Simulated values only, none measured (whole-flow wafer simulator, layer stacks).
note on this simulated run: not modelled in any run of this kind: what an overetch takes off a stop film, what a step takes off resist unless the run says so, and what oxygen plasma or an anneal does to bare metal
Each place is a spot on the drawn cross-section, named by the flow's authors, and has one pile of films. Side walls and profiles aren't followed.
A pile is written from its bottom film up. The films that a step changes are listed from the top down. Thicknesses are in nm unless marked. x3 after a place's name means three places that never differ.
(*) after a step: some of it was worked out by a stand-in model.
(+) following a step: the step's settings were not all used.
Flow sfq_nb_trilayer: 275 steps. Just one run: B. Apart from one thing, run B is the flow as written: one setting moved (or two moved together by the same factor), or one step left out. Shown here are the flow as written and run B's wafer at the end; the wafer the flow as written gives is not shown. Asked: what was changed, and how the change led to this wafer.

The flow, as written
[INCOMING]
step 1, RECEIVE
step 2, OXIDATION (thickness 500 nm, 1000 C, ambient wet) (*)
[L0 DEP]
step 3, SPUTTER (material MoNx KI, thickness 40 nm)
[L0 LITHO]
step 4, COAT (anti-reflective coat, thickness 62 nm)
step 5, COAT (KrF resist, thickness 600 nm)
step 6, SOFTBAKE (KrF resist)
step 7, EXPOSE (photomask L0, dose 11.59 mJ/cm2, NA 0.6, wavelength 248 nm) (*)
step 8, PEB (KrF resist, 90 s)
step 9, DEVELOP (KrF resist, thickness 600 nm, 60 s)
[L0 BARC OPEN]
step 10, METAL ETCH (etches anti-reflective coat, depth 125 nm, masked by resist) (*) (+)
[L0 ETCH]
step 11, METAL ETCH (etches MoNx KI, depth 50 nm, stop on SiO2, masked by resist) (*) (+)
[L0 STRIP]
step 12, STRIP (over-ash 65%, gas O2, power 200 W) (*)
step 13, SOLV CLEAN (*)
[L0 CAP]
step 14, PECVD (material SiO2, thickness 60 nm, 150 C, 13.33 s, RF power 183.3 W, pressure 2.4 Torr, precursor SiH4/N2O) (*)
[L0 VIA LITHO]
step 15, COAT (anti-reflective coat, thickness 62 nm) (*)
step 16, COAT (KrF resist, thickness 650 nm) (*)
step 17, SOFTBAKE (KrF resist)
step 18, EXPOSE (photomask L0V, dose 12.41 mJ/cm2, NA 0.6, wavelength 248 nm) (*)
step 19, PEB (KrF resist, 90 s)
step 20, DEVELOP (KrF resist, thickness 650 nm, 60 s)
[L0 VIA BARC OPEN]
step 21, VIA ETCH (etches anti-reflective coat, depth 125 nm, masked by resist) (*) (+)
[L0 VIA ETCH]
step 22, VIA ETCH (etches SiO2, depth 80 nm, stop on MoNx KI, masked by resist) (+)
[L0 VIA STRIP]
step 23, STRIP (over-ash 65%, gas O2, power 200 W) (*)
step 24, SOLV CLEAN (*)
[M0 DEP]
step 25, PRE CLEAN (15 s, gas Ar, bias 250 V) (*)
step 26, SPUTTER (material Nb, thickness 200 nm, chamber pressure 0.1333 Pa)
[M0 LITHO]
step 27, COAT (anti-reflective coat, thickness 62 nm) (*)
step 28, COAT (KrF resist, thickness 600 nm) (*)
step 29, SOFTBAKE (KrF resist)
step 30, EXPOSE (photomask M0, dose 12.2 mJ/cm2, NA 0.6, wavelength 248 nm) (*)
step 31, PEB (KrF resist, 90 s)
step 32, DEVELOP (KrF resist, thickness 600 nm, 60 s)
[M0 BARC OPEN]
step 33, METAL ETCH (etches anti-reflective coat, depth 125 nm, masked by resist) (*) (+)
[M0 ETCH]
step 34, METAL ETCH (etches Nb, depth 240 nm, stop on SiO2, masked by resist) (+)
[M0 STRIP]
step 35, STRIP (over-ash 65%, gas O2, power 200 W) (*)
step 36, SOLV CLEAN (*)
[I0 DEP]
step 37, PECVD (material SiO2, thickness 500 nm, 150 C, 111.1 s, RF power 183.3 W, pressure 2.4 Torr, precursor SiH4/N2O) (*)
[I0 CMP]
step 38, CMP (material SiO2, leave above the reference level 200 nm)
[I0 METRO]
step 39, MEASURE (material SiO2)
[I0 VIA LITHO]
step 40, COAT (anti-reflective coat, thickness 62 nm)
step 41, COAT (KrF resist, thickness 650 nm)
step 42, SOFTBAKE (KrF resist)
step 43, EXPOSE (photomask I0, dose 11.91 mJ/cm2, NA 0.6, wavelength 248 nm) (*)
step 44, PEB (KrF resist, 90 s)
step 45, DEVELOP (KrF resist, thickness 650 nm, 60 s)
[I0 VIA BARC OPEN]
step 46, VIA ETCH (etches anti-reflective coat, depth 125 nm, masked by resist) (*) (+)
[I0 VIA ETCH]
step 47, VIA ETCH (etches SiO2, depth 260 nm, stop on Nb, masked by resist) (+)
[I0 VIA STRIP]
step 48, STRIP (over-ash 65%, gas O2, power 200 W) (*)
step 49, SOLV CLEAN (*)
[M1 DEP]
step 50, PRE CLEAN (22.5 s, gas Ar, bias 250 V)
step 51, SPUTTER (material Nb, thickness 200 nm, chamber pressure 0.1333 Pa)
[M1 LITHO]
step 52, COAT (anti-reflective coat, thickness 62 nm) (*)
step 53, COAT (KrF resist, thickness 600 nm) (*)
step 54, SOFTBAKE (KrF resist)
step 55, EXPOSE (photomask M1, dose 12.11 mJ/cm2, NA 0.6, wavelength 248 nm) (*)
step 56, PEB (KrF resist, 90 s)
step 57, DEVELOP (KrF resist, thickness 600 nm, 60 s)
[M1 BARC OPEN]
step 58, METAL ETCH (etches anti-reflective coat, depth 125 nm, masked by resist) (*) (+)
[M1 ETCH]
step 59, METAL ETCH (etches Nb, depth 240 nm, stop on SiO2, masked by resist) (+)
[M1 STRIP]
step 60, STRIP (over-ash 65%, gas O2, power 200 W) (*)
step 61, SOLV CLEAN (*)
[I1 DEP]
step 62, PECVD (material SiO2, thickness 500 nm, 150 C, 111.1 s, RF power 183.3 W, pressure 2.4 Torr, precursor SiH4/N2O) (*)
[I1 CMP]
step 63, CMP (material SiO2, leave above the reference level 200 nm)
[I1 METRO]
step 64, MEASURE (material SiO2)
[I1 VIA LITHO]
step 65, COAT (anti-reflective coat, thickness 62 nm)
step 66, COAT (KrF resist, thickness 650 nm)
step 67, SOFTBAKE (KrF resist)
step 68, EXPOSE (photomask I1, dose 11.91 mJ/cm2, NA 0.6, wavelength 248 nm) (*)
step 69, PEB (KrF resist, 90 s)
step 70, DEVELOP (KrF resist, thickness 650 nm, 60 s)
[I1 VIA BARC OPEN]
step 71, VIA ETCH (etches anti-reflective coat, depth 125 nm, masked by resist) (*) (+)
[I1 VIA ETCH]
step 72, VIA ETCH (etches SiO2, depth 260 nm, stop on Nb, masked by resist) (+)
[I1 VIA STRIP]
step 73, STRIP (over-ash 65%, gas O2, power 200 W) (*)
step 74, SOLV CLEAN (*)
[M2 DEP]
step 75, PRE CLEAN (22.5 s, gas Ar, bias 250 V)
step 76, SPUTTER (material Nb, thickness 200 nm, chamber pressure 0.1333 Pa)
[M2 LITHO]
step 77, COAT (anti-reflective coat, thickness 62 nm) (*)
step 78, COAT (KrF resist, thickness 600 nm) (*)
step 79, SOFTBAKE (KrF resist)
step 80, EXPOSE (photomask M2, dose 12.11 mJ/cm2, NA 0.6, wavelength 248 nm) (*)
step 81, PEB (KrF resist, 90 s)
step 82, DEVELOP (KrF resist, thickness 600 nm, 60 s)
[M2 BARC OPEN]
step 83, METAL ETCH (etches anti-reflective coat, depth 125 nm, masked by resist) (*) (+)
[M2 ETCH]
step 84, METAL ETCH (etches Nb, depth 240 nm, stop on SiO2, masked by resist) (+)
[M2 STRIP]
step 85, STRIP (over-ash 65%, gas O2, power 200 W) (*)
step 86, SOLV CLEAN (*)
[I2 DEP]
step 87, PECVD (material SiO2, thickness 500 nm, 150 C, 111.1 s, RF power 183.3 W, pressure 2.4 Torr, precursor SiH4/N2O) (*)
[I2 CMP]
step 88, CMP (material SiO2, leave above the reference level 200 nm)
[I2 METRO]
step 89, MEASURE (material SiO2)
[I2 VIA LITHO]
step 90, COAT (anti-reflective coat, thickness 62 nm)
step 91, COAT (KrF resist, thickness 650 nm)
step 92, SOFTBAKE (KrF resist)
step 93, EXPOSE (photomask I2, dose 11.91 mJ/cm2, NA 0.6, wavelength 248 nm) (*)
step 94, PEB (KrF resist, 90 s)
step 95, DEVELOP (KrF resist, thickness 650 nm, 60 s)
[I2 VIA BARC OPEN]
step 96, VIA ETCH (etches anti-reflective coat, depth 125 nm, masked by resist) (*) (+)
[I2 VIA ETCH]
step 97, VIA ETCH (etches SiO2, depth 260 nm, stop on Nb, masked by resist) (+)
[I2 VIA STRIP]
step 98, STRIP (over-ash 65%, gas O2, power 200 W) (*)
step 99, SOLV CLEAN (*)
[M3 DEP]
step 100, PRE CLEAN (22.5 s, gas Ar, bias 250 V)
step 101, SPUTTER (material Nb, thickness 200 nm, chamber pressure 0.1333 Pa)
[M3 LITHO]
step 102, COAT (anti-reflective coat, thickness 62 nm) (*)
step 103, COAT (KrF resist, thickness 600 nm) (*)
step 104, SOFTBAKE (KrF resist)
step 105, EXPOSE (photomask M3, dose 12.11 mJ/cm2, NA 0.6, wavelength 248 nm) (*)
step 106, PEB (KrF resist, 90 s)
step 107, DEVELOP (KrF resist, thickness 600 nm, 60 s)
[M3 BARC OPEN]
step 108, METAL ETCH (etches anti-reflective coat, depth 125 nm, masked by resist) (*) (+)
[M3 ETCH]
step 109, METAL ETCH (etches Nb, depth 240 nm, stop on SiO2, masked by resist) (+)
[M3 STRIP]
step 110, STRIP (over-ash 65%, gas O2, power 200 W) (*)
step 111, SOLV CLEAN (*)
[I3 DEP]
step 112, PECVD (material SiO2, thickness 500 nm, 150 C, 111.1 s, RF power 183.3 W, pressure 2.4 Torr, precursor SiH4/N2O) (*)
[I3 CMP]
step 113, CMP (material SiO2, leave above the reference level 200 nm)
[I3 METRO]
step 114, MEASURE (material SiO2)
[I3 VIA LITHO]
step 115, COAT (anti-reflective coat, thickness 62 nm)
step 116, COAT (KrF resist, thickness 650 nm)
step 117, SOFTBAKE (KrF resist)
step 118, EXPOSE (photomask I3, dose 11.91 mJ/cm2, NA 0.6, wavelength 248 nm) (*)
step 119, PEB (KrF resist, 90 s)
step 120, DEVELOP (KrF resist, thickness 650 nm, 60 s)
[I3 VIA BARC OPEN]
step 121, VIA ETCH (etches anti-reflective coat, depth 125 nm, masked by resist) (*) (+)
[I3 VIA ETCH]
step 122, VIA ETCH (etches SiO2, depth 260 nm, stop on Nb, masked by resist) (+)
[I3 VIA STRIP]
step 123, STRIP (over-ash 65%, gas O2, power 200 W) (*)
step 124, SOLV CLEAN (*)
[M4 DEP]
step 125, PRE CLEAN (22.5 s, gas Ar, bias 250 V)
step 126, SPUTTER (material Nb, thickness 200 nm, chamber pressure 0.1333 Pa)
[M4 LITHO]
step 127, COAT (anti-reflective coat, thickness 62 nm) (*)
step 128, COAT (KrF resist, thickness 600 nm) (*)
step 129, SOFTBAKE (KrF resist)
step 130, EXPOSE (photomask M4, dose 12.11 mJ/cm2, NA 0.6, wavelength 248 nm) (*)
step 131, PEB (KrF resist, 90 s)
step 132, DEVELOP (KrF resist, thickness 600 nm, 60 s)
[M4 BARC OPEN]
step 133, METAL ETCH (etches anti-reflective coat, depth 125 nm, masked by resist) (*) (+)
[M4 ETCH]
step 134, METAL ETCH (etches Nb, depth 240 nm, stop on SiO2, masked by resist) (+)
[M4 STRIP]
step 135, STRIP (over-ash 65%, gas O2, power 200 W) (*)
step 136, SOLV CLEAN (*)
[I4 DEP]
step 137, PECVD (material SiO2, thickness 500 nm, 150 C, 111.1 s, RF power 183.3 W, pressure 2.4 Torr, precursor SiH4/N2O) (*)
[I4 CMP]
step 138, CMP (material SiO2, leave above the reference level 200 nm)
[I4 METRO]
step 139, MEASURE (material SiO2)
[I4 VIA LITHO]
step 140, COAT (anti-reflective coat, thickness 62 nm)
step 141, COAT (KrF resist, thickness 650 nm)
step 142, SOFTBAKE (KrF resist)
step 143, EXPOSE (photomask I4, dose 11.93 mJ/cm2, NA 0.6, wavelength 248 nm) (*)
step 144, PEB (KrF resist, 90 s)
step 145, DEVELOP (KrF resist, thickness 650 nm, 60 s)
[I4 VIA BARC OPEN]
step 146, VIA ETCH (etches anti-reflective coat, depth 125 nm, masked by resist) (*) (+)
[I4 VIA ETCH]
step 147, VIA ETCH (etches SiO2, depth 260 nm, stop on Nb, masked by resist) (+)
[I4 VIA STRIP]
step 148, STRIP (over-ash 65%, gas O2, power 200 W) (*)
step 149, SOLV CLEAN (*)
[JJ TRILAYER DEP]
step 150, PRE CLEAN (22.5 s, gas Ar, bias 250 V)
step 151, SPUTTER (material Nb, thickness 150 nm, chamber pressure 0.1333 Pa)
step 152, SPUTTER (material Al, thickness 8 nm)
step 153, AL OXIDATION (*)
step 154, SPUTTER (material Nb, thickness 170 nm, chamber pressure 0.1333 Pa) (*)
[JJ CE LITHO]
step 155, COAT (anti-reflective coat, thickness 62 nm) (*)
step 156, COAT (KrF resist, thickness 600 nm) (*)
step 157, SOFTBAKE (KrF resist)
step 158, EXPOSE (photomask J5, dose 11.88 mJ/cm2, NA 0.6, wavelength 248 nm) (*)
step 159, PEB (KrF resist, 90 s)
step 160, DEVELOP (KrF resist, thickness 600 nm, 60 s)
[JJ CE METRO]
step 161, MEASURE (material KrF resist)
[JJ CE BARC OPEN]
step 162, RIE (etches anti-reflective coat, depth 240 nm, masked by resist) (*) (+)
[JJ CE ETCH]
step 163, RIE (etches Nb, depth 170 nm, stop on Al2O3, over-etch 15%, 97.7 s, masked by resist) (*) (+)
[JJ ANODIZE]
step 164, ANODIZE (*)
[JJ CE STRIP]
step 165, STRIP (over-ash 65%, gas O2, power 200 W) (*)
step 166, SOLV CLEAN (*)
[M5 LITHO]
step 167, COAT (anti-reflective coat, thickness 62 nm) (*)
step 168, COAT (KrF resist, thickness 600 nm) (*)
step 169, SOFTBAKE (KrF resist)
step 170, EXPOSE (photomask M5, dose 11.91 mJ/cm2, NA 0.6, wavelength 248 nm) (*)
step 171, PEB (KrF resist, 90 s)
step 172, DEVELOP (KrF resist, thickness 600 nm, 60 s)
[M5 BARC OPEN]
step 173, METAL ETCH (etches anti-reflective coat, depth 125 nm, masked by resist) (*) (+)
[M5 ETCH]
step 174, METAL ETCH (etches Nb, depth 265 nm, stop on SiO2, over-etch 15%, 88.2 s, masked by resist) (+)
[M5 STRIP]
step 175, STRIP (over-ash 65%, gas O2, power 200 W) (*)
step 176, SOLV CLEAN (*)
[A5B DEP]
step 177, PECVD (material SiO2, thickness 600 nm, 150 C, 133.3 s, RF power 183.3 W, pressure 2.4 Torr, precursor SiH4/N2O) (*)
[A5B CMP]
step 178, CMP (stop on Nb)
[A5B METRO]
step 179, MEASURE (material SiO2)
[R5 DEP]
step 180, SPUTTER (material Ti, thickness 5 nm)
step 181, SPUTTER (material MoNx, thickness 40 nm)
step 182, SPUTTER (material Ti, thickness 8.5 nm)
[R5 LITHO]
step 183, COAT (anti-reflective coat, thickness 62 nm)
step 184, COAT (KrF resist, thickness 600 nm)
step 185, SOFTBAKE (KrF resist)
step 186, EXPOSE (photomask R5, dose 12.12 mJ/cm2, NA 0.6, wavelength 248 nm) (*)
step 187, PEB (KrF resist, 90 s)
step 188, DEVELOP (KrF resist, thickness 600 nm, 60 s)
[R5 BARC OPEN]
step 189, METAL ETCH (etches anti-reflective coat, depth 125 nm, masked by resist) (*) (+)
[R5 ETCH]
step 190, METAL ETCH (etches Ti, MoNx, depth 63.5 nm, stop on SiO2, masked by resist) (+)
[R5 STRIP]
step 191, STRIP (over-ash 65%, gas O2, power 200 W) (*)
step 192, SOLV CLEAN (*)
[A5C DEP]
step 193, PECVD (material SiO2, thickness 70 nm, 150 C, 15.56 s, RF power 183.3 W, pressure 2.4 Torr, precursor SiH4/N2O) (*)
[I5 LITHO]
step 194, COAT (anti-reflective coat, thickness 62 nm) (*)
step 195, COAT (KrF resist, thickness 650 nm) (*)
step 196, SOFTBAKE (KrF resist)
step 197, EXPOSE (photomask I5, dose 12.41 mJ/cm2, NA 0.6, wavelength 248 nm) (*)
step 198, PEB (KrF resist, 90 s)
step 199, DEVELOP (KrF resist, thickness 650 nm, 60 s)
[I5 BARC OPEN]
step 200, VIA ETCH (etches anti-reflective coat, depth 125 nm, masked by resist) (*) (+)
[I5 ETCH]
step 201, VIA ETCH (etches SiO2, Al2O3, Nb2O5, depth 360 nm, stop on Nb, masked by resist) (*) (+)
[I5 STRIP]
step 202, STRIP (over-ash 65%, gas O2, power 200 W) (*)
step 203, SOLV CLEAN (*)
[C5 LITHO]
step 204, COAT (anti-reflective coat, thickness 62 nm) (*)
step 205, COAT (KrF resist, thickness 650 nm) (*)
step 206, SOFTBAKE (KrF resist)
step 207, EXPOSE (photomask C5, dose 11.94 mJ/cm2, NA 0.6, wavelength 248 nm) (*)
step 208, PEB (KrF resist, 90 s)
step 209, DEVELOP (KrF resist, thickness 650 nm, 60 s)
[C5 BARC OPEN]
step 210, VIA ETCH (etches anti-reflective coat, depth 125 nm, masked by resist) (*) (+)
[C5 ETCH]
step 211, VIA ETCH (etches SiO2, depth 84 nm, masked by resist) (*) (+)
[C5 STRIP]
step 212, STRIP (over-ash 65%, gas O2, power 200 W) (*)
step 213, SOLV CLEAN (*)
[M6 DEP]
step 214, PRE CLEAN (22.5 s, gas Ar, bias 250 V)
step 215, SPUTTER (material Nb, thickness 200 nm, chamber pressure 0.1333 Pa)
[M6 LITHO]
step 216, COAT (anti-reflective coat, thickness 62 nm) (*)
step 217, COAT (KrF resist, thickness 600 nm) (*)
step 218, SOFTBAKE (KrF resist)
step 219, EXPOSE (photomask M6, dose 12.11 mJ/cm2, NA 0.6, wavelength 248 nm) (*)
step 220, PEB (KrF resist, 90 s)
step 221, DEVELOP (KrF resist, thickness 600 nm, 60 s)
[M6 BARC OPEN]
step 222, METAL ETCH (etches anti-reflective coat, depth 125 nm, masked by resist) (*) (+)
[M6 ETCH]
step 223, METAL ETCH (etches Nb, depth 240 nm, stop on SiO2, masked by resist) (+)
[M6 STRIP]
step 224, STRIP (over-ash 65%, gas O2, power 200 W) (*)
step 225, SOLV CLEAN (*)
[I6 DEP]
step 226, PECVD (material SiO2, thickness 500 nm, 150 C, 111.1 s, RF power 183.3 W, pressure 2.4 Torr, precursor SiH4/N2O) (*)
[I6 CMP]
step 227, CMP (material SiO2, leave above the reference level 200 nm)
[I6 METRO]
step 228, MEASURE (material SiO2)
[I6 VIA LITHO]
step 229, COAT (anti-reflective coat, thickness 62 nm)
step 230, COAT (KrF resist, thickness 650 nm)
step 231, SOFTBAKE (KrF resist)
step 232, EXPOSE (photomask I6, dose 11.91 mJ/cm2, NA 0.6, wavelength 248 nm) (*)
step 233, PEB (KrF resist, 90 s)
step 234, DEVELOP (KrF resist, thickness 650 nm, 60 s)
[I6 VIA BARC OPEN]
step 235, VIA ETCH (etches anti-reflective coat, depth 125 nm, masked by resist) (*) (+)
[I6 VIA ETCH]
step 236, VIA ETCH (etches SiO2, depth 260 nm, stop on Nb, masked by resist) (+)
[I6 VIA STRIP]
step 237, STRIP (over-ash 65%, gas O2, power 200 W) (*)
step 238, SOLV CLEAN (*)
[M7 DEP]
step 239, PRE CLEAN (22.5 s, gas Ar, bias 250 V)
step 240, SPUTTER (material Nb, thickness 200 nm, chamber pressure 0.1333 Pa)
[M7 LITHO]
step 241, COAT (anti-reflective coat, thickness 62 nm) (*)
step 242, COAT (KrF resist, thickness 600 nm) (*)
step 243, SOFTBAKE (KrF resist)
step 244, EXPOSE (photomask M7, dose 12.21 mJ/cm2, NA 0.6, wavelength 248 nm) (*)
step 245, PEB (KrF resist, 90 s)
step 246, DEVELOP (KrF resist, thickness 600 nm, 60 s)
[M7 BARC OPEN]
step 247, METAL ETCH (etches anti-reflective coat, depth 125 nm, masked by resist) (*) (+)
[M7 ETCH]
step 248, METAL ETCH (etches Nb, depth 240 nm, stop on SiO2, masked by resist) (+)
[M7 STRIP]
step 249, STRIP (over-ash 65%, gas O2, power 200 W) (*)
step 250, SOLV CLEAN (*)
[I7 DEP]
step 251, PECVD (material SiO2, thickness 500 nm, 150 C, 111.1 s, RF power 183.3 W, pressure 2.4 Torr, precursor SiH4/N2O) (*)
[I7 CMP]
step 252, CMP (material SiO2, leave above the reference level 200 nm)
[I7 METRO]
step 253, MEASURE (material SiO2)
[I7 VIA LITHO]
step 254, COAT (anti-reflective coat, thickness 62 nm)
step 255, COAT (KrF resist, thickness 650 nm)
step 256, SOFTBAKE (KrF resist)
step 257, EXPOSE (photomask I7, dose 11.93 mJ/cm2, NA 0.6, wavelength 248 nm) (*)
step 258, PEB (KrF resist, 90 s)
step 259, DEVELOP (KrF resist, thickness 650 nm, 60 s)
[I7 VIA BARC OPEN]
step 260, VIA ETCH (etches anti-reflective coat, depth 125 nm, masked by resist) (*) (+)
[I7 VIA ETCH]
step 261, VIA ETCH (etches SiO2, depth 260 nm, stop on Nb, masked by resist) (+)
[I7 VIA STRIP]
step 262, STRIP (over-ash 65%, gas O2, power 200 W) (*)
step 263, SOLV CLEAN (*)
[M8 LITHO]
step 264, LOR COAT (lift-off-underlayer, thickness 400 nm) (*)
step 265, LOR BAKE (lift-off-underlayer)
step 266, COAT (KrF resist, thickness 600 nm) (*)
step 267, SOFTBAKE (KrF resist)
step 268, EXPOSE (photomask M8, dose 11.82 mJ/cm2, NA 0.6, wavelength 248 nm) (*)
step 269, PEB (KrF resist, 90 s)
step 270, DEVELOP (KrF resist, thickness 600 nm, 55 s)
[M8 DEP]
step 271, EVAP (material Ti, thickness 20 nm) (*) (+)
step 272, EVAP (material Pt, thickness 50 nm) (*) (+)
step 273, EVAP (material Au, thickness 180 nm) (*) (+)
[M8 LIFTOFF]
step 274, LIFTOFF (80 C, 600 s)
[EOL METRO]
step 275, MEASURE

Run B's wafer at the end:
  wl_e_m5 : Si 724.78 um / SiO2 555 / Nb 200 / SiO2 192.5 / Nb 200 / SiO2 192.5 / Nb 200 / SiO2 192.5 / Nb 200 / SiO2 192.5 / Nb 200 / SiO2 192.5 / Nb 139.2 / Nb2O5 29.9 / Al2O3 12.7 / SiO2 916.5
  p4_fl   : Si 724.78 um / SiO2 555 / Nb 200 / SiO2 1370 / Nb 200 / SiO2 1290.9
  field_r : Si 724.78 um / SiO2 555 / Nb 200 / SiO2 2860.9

What caused this: step 227, CMP: leave above the reference level 115 nm was run, while the flow as written has leave above the reference level 200 nm.

The path from the change to this, step by step:
  step 227, CMP (material SiO2, leave above the reference level 200 nm)
      field_l, p4_fl, p4_fm and 59 more: SiO2 loses 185 (it would be, as written: SiO2 loses 100)
      v_sur, via_wl, via_w and 15 more: SiO2 loses 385 (it would be, as written: SiO2 loses 300)
      (and at 26 other places as well)
  step 236, VIA ETCH (etches SiO2, depth 260 nm, stop on Nb, masked by resist) (+)
      field_l, v_sur, via_wl and 102 more: KrF resist loses 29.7 (it would be, as written: KrF resist loses 44.8)
      via_v: SiO2 loses 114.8 (all of it) (it would be, as written: SiO2 loses 199.8 (all of it))
  step 237, STRIP (over-ash 65%, gas O2, power 200 W) (*)
      field_l, v_sur, via_wl and 102 more: KrF resist loses 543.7 (all of it), anti-reflective coat loses 62 (all of it) (it would be, as written: KrF resist loses 528.6 (all of it), anti-reflective coat loses 62 (all of it))
  step 240, SPUTTER (material Nb, thickness 200 nm, chamber pressure 0.1333 Pa)
      via_v: Nb gains 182 (it would be, as written: Nb gains 161.1)
  step 241, COAT (anti-reflective coat, thickness 62 nm) (*)
      via_sp: anti-reflective coat gains 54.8 (new film) (it would be, as written: anti-reflective coat gains 53.1 (new film))
      via_v: anti-reflective coat gains 106.1 (new film) (it would be, as written: anti-reflective coat gains 126 (new film))
      (and at 1 other place as well)
  step 242, COAT (KrF resist, thickness 600 nm) (*)
      via_v: KrF resist gains 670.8 (new film) (it would be, as written: KrF resist gains 742.5 (new film))
  step 249, STRIP (over-ash 65%, gas O2, power 200 W) (*)
      via_sp: KrF resist loses 379.5 (all of it), anti-reflective coat loses 54.8 (all of it) (it would be, as written: KrF resist loses 373.6 (all of it), anti-reflective coat loses 53.1 (all of it))
      via_v: KrF resist loses 453 (all of it), anti-reflective coat loses 106.1 (all of it) (it would be, as written: KrF resist loses 524.5 (all of it), anti-reflective coat loses 126 (all of it))
      (and at 1 other place as well)
  step 251, PECVD (material SiO2, thickness 500 nm, 150 C, 111.1 s, RF power 183.3 W, pressure 2.4 Torr, precursor SiH4/N2O) (*)
      via_v: SiO2 gains 500 (new film) (it would be, as written: SiO2 gains 621 (new film))
  step 252, CMP (material SiO2, leave above the reference level 200 nm)
      via_v: SiO2 loses 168 (it would be, as written: SiO2 loses 183.1)
